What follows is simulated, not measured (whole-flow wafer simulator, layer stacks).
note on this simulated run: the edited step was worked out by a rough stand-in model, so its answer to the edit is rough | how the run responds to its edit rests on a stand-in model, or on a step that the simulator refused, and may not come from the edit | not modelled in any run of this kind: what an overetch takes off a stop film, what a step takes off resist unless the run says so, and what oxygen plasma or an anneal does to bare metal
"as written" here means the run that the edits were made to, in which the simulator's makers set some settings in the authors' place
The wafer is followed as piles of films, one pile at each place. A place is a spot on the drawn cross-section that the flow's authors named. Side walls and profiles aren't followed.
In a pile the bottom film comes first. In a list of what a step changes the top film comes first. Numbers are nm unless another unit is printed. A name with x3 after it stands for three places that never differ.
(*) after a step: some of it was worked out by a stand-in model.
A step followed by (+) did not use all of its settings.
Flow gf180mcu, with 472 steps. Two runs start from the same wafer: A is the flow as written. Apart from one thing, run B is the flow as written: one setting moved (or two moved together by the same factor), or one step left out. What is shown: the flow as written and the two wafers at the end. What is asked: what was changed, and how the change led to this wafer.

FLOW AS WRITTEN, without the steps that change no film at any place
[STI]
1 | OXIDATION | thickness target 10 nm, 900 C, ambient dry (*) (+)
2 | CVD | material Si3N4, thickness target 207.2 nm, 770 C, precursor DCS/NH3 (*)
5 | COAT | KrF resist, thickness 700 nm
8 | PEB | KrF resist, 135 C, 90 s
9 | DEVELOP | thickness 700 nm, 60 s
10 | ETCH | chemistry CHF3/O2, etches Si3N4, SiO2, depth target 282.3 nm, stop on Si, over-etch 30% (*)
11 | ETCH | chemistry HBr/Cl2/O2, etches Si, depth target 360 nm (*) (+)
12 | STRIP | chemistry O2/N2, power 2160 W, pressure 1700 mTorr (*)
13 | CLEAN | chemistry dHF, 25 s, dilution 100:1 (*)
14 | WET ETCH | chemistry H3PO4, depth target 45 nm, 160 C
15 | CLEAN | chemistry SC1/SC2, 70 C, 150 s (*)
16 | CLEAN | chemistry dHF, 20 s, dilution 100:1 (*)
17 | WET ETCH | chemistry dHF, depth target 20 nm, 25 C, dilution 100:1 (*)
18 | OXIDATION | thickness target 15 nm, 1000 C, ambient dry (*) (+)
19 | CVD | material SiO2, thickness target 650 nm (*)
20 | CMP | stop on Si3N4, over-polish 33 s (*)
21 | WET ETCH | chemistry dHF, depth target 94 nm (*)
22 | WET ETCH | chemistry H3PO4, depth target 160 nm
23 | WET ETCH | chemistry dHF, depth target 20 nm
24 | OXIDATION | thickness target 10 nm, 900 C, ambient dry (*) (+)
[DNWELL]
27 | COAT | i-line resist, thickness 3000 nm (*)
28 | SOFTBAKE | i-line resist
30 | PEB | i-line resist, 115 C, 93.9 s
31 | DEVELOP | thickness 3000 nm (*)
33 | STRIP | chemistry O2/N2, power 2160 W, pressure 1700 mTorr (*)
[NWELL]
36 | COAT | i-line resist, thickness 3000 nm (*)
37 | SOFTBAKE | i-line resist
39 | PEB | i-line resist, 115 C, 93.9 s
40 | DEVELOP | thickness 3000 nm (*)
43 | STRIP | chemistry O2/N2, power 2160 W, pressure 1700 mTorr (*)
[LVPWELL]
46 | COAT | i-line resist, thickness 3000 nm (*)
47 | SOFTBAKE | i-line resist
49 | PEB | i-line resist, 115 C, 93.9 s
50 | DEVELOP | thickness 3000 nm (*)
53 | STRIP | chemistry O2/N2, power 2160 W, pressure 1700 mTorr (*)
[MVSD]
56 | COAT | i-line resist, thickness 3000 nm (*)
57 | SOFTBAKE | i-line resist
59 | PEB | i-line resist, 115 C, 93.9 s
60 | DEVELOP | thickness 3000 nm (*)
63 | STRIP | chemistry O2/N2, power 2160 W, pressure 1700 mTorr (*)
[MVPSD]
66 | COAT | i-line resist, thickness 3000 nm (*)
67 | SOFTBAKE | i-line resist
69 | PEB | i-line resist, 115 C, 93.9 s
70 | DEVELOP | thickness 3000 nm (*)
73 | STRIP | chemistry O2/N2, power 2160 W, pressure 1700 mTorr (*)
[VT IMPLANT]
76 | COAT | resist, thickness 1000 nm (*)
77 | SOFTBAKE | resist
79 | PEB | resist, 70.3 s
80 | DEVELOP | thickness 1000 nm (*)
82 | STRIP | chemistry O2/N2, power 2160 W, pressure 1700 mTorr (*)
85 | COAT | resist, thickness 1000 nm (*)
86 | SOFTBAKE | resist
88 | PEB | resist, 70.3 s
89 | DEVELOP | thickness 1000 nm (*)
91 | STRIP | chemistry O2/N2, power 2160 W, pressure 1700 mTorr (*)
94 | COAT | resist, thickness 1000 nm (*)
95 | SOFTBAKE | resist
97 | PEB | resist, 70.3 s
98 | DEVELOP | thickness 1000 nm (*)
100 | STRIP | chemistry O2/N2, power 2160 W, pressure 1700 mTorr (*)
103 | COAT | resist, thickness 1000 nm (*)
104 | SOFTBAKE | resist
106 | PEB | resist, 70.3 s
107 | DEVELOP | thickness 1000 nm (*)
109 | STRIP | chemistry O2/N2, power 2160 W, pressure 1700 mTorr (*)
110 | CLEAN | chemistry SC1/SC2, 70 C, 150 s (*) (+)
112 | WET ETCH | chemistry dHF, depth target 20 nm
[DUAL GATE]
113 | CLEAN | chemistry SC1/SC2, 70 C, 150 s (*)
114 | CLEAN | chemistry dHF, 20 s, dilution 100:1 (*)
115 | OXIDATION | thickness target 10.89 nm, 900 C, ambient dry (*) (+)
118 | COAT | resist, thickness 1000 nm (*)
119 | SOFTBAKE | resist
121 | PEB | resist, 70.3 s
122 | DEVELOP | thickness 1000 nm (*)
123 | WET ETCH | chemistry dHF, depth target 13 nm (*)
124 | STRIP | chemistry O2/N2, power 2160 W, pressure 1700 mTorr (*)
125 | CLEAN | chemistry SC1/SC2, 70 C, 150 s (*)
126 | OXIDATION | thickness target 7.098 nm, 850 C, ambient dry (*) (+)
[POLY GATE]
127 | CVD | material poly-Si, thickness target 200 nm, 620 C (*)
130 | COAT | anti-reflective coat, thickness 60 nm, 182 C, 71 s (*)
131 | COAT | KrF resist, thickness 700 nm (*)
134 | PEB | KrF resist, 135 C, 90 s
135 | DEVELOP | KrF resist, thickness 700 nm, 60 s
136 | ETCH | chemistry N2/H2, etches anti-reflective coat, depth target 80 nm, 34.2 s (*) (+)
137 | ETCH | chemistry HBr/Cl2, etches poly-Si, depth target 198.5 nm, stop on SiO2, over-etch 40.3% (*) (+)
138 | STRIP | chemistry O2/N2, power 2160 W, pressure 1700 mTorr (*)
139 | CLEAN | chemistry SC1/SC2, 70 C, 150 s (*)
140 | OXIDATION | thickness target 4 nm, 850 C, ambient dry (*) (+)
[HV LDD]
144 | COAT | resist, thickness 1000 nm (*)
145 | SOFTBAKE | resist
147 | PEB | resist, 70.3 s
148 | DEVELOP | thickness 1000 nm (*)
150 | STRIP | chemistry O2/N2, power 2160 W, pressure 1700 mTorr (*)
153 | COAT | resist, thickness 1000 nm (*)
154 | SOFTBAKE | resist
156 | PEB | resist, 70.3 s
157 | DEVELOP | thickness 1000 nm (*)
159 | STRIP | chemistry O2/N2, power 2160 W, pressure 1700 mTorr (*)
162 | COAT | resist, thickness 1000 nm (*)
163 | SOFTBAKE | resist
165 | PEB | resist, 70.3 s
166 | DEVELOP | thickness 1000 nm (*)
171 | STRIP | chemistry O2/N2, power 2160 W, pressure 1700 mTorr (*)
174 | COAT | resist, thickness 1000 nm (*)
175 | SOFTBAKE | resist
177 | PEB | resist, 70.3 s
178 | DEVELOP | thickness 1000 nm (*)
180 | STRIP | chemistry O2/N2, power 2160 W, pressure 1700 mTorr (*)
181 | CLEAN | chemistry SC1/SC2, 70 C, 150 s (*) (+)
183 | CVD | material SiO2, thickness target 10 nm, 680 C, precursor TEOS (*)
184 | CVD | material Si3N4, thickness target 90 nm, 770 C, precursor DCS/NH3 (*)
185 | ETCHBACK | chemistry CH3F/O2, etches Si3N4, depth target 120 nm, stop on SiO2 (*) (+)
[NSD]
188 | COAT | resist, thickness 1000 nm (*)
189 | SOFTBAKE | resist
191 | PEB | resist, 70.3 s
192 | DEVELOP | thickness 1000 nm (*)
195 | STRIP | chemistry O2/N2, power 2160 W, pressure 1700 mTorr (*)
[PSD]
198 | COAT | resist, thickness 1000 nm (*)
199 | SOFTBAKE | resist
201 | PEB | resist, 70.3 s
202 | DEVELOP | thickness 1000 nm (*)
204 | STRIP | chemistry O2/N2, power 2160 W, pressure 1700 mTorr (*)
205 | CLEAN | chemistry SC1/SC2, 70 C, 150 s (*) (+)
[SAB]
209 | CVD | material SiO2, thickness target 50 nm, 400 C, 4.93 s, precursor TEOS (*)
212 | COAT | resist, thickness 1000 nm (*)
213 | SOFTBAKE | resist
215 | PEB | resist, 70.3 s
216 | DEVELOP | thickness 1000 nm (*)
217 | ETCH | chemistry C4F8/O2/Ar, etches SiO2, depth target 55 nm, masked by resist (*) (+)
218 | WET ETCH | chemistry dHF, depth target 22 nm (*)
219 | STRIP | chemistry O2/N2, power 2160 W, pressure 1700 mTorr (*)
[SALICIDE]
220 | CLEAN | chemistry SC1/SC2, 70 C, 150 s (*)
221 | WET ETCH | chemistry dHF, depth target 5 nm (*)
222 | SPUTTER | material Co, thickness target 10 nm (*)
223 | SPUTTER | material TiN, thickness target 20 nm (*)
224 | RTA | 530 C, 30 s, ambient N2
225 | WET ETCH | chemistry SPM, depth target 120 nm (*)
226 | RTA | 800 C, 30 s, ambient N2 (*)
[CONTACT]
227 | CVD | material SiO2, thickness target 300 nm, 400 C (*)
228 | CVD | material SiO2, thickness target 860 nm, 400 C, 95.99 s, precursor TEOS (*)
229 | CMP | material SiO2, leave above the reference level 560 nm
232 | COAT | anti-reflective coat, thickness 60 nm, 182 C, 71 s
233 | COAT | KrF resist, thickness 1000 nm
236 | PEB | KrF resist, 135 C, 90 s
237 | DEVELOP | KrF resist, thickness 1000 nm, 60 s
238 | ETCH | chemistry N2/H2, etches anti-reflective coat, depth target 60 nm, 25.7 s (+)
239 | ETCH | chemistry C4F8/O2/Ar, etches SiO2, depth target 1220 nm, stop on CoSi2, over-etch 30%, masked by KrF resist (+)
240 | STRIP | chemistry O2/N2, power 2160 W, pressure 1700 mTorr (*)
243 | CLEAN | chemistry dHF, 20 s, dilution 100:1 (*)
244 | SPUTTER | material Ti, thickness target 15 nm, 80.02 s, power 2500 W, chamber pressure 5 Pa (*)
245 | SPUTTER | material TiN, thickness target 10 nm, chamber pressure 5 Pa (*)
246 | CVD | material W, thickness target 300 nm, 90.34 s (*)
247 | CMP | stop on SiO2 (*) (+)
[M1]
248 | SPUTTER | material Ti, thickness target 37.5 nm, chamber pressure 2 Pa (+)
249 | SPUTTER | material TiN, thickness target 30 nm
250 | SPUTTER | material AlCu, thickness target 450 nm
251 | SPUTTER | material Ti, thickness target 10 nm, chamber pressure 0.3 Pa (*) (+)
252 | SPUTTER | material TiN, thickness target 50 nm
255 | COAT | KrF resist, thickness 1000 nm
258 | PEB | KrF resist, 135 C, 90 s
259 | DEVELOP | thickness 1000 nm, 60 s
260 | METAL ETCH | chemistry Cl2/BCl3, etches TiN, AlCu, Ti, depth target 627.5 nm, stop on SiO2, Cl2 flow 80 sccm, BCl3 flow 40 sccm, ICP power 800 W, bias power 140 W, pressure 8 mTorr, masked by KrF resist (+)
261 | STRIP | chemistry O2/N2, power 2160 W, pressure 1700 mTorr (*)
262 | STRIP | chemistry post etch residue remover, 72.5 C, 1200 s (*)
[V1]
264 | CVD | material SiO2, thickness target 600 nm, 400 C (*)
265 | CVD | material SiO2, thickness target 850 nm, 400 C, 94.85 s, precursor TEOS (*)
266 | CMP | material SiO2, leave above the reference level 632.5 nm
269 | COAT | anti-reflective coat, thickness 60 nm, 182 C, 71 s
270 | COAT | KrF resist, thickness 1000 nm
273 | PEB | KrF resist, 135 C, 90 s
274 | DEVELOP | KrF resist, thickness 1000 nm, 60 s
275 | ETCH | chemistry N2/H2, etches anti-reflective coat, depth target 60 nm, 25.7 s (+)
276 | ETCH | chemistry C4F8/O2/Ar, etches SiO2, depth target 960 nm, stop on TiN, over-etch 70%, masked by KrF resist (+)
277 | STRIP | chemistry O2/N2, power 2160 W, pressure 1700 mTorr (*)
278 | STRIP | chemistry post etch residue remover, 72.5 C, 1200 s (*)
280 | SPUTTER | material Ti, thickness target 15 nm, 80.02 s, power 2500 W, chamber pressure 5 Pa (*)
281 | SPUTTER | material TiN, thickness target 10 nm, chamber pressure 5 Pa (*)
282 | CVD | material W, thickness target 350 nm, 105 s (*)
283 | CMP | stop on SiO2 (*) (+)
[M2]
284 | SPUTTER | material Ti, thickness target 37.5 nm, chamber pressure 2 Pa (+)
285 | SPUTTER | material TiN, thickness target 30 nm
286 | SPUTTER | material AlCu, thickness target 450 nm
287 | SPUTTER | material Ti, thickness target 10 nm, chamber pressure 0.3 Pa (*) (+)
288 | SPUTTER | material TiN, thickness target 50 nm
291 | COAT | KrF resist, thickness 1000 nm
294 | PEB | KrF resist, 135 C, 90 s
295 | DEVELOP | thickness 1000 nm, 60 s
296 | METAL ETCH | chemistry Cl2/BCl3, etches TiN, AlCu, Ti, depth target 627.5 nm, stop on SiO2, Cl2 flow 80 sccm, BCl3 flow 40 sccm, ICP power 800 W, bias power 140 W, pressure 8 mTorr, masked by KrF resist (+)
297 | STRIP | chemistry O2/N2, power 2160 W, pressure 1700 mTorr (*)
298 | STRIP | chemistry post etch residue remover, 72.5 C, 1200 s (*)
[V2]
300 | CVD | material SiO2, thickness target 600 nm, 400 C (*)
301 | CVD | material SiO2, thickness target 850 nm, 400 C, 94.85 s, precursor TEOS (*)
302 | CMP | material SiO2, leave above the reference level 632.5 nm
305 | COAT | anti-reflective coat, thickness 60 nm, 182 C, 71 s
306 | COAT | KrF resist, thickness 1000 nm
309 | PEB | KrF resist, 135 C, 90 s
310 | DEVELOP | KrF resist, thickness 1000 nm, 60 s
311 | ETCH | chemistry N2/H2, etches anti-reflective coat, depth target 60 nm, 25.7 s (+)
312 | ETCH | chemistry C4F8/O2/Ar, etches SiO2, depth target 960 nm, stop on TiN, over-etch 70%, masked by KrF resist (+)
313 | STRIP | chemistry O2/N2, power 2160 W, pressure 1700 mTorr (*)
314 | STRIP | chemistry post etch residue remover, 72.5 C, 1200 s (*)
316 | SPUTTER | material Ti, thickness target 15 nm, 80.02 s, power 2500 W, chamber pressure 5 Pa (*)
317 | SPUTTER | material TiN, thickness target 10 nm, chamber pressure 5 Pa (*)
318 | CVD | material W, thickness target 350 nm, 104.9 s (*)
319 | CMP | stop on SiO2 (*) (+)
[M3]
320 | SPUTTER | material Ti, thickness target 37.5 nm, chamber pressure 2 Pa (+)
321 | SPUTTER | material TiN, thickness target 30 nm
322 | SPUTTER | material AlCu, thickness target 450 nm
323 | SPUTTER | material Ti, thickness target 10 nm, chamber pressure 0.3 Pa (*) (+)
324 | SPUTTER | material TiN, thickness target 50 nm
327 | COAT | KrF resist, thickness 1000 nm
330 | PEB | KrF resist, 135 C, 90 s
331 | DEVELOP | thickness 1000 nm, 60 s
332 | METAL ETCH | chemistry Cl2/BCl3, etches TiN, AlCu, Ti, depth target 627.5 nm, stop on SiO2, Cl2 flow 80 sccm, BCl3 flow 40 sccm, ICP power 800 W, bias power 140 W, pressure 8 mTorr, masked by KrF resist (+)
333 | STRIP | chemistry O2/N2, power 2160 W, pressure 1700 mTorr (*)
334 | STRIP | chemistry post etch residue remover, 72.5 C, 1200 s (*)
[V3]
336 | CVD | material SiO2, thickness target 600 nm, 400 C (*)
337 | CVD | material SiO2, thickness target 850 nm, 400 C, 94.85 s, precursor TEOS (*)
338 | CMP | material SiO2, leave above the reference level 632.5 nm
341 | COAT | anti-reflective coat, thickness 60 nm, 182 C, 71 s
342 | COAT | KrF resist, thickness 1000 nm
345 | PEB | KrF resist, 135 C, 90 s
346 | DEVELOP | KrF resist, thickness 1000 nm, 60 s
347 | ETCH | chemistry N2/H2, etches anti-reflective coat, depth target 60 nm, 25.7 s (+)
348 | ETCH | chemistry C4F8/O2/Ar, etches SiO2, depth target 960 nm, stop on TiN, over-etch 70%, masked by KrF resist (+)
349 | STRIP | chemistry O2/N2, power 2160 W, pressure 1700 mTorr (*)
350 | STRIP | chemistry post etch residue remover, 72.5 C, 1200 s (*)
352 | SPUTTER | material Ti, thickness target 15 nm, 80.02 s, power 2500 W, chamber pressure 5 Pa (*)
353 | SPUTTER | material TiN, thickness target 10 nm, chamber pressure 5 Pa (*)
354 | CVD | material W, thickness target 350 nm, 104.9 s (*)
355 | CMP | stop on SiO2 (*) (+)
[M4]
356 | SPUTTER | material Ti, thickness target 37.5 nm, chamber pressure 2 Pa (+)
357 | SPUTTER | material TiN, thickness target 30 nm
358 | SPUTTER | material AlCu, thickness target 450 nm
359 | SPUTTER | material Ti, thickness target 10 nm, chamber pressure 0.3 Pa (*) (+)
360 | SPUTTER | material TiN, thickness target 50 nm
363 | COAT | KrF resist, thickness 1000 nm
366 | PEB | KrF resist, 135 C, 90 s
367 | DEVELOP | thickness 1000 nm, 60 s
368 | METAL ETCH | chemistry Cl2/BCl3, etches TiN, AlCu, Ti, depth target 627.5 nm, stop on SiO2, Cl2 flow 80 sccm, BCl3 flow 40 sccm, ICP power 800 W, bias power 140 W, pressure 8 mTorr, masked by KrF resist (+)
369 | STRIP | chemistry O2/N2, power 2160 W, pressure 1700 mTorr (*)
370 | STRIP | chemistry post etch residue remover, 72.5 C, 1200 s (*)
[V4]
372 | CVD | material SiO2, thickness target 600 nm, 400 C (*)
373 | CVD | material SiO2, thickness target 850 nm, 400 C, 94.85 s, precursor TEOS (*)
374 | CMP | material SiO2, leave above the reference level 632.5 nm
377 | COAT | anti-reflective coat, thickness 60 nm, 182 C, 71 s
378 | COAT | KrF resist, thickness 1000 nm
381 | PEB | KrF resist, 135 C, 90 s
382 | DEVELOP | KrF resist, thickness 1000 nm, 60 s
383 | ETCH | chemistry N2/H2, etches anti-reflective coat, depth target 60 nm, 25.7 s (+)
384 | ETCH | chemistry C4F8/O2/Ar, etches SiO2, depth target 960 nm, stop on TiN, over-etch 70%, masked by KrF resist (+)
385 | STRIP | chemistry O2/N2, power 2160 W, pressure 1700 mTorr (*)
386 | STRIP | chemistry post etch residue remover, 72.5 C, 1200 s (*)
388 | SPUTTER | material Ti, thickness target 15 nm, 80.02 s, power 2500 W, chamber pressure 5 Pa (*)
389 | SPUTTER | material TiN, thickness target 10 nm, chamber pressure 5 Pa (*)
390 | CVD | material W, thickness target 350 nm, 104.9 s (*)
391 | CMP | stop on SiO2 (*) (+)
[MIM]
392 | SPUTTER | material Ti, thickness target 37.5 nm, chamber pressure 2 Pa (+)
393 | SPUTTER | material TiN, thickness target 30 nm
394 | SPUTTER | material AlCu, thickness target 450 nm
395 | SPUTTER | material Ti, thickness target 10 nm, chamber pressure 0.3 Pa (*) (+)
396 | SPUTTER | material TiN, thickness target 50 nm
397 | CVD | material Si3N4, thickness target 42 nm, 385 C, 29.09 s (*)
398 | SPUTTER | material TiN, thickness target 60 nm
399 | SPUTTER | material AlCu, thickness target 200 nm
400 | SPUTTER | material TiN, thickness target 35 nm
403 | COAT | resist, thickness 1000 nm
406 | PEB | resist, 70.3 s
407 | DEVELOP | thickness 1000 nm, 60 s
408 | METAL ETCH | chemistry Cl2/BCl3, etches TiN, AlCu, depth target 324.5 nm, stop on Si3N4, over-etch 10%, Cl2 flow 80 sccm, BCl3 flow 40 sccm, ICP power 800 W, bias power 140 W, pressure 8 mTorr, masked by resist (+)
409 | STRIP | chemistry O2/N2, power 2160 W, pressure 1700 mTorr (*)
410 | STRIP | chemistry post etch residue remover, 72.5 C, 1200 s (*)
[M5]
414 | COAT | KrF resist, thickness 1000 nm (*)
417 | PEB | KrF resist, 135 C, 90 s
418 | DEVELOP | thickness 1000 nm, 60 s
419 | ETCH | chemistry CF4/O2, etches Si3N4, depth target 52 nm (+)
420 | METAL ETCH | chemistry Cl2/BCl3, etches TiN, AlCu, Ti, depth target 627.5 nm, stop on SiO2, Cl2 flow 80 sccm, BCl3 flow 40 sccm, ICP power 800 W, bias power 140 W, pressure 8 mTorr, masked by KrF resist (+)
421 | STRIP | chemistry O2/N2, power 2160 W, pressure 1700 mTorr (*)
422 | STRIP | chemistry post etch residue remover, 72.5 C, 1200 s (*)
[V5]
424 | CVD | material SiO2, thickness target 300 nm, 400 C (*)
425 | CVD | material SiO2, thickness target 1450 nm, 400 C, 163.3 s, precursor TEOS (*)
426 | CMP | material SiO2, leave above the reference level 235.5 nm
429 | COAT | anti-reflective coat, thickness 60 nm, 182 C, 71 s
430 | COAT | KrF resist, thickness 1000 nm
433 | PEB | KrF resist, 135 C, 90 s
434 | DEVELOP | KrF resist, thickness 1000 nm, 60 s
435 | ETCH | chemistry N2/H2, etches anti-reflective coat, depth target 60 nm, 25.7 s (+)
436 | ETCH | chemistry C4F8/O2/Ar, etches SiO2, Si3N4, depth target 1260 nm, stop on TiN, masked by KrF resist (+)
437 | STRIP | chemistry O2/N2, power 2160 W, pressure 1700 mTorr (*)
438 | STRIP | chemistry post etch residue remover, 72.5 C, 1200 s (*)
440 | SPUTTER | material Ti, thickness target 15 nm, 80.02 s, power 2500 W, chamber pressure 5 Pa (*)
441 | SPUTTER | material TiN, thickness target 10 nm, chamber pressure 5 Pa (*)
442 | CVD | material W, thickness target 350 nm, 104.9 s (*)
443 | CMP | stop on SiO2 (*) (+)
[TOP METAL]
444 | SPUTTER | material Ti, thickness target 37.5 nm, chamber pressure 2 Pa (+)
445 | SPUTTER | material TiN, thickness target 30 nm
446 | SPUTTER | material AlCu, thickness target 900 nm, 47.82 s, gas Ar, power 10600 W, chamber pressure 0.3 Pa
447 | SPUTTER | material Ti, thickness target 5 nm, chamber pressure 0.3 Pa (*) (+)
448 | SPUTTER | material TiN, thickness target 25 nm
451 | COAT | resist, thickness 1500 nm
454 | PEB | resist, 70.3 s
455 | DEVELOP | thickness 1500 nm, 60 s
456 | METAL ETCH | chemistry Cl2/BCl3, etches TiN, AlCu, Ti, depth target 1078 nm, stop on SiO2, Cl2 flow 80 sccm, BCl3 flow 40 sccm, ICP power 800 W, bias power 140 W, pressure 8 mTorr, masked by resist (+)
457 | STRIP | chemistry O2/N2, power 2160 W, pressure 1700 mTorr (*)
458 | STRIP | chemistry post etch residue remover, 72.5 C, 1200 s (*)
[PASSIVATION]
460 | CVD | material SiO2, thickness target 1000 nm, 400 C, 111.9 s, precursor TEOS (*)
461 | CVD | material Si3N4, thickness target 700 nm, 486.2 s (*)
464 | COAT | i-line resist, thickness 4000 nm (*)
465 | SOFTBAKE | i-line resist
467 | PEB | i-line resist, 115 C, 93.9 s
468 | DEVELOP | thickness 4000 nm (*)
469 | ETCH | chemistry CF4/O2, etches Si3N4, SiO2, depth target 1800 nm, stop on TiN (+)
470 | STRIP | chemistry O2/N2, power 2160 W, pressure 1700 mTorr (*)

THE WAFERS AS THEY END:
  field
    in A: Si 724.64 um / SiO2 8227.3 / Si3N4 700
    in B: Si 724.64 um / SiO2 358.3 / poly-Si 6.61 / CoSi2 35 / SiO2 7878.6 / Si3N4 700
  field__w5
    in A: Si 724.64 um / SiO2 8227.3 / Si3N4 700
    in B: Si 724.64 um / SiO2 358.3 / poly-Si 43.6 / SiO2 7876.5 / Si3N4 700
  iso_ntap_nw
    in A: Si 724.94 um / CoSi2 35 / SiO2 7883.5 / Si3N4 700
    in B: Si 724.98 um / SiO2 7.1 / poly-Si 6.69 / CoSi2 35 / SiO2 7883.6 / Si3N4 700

Cause: step 137, ETCH: depth target 109.2 nm was run, whereas the flow has depth target 198.5 nm.

Step by step, how the change led to this:
  137 | ETCH | chemistry HBr/Cl2, etches poly-Si, depth target 198.5 nm, stop on SiO2, over-etch 40.3% (*) (+)
      field__w3, field__w12, field_sub and 14 more: A -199 poly-Si (all of it), -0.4 SiO2 | B -153.2 poly-Si
      field__w6, sti, m1 and 11 more: A -198.8 poly-Si (all of it), -0.4 SiO2 | B -153.2 poly-Si
      (as well as at 61 more places)
  138 | STRIP | chemistry O2/N2, power 2160 W, pressure 1700 mTorr (*)
      field, field__w1, field__w2 and 61 more: A nothing | B +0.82 chemical SiO2 (new film), -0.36 poly-Si
      gate: A +0.68 chemical SiO2 (new film), -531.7 KrF resist (all of it), -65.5 anti-reflective coat (all of it), -0.3 poly-Si | B +0.67 chemical SiO2 (new film), -573.4 KrF resist (all of it), -65.5 anti-reflective coat (all of it), -0.3 poly-Si
      (as well as at 27 more places)
  139 | CLEAN | chemistry SC1/SC2, 70 C, 150 s (*)
      field, field__w1, field__w2 and 34 more: A -0.68 SiO2 | B -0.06 chemical SiO2, -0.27 poly-Si
  140 | OXIDATION | thickness target 4 nm, 850 C, ambient dry (*) (+)
      field, field__w1, field__w2 and 21 more: A +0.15 SiO2, -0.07 Si | B +4 SiO2 (new film), -0.76 chemical SiO2 (all of it), -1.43 poly-Si
      active_hv, active_nat, ld_sd_n and 11 more: A +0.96 SiO2, -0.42 Si | B +4 SiO2 (new film), -0.76 chemical SiO2 (all of it), -1.43 poly-Si
      (as well as at 26 more places)
  144 | COAT | resist, thickness 1000 nm (*)
      polyc_n, polyc_p: A +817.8 resist (new film) | B +859 resist (new film)
      gate: A +837.3 resist (new film) | B +877.9 resist (new film)
      (as well as at 25 more places)
  145 | SOFTBAKE | resist
      nw_enc_fld_lv__w3: A +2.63 resist | B -0.4 resist
      field__w1: A +4.19 resist | B +3 resist
      (as well as at 63 more places)
  147 | PEB | resist, 70.3 s
      ld_gate_n, ld_acc_n, ld_gate_p, ld_acc_p: A -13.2 resist | B -13.8 resist
      polyc_n, polyc_n_rim, polyc_p, polyc_p_rim: A -12.2 resist | B -13 resist
      (as well as at 21 more places)
  148 | DEVELOP | thickness 1000 nm (*)
      gate: A -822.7 resist (all of it) | B -863.3 resist (all of it)
      npoly_u: A -821.5 resist (all of it) | B -860.6 resist (all of it)
      (as well as at 3 more places)
  150 | STRIP | chemistry O2/N2, power 2160 W, pressure 1700 mTorr (*)
      gate_hv: A -824.2 resist (all of it) | B -862.3 resist (all of it)
      gate_p: A -828.7 resist (all of it) | B -867.8 resist (all of it)
      (as well as at 21 more places)
  153 | COAT | resist, thickness 1000 nm (*)
      polyc_n, polyc_p: A +817.8 resist (new film) | B +859 resist (new film)
      gate: A +837.3 resist (new film) | B +877.9 resist (new film)
      (as well as at 25 more places)
  154 | SOFTBAKE | resist
      nw_enc_fld_lv__w3: A +2.63 resist | B -0.4 resist
      field__w1: A +4.19 resist | B +3 resist
      (as well as at 63 more places)
  156 | PEB | resist, 70.3 s
      ld_gate_n, ld_acc_n, ld_gate_p, ld_acc_p: A -13.2 resist | B -13.8 resist
      polyc_n, polyc_n_rim, polyc_p, polyc_p_rim: A -12.2 resist | B -13 resist
      (as well as at 21 more places)
  157 | DEVELOP | thickness 1000 nm (*)
      gate_p: A -828.7 resist (all of it) | B -867.8 resist (all of it)
      ppoly_u: A -827 resist (all of it) | B -864.8 resist (all of it)
      (as well as at 3 more places)
  159 | STRIP | chemistry O2/N2, power 2160 W, pressure 1700 mTorr (*)
      gate: A -822.7 resist (all of it) | B -863.3 resist (all of it)
      gate_hv: A -824.2 resist (all of it) | B -862.3 resist (all of it)
      (as well as at 21 more places)
  162 | COAT | resist, thickness 1000 nm (*)
      polyc_n, polyc_p: A +817.8 resist (new film) | B +859 resist (new film)
      gate: A +837.3 resist (new film) | B +877.9 resist (new film)
      (as well as at 25 more places)
  163 | SOFTBAKE | resist
      nw_enc_fld_lv__w3: A +2.63 resist | B -0.4 resist
      field__w1: A +4.19 resist | B +3 resist
      (as well as at 63 more places)
  ... another 36 steps ...
  246 | CVD | material W, thickness target 300 nm, 90.34 s (*)
      polyc_n, polyc_p: A +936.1 W (new film) | B +987.3 W (new film)
If metal films that touch count as one body, field has 1 body; the flow as written gives 0 bodies.
